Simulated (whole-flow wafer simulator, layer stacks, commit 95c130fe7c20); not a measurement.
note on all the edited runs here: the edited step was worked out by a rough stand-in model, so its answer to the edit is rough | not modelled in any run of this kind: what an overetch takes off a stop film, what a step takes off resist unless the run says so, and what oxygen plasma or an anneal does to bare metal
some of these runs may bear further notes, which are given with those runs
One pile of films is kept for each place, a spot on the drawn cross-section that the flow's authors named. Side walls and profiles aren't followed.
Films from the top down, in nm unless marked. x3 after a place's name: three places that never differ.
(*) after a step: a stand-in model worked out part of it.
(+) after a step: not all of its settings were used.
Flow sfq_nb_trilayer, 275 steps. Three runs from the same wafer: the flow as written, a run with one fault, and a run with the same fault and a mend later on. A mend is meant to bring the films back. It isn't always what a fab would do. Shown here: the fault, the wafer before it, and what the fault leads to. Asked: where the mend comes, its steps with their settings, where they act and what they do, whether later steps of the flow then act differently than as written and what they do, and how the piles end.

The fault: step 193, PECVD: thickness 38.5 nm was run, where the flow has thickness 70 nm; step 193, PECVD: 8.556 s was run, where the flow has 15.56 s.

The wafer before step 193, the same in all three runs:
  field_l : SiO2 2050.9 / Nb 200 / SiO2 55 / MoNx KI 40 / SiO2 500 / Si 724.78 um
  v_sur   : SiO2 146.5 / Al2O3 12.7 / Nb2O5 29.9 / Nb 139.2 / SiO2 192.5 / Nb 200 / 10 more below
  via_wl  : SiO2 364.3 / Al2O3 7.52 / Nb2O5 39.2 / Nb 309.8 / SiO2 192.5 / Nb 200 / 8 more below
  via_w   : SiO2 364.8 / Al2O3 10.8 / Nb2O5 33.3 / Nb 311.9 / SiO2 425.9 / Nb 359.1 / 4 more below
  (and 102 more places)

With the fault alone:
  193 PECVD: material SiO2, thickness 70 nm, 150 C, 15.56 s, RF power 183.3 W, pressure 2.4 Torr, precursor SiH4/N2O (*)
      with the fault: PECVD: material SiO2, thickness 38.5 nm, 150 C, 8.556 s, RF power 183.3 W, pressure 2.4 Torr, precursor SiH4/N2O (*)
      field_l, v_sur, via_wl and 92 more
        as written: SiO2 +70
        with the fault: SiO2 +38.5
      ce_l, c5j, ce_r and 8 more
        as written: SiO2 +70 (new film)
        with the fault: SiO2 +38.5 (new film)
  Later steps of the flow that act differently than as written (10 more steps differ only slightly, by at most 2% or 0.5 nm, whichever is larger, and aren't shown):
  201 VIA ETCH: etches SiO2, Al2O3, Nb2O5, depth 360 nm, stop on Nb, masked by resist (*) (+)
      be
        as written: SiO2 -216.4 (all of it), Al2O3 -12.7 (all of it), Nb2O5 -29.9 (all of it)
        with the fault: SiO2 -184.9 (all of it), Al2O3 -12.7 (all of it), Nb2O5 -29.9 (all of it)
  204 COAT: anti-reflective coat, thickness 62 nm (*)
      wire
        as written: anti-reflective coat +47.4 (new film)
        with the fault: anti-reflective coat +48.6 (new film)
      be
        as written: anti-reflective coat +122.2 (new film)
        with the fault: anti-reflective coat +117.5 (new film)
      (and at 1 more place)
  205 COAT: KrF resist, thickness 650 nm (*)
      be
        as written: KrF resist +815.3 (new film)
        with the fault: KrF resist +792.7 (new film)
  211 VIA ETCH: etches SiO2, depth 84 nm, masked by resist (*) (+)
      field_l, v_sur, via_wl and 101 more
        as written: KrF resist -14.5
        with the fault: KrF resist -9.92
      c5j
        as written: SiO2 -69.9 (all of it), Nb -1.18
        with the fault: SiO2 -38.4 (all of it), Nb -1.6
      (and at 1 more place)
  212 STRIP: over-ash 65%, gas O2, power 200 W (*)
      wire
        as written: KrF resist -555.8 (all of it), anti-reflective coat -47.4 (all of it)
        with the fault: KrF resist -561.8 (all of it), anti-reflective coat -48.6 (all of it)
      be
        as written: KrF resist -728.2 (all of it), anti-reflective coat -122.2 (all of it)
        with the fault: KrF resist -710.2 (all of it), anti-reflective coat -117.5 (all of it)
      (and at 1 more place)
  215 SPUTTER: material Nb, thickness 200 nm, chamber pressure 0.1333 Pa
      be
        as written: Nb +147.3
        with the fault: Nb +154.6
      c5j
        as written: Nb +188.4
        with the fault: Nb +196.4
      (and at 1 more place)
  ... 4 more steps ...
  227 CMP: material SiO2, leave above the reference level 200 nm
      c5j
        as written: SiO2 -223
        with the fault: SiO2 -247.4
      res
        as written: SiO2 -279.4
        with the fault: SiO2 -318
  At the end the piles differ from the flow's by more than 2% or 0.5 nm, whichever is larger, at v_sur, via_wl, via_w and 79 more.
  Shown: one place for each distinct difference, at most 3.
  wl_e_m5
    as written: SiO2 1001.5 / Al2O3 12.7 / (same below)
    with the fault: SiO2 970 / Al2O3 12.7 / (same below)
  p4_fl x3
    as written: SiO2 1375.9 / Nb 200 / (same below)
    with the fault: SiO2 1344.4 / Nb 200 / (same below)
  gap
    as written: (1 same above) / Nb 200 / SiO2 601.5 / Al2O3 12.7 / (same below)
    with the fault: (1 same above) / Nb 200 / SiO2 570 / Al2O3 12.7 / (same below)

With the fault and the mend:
  The mend comes after step 193.
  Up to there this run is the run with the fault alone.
  193a PECVD: material SiO2, thickness 31.5 nm, 150 C, 7 s, RF power 183.3 W, pressure 2.4 Torr, precursor SiH4/N2O (*) (the flow's step 193 once more, with other settings)
      field_l, v_sur, via_wl and 103 more
        SiO2 +31.5
  No later step of the flow acts differently than as written, at any place that is followed, by more than 2% or 0.5 nm, whichever is larger.
  At the end the piles are the same as the flow's at every place that both follow.
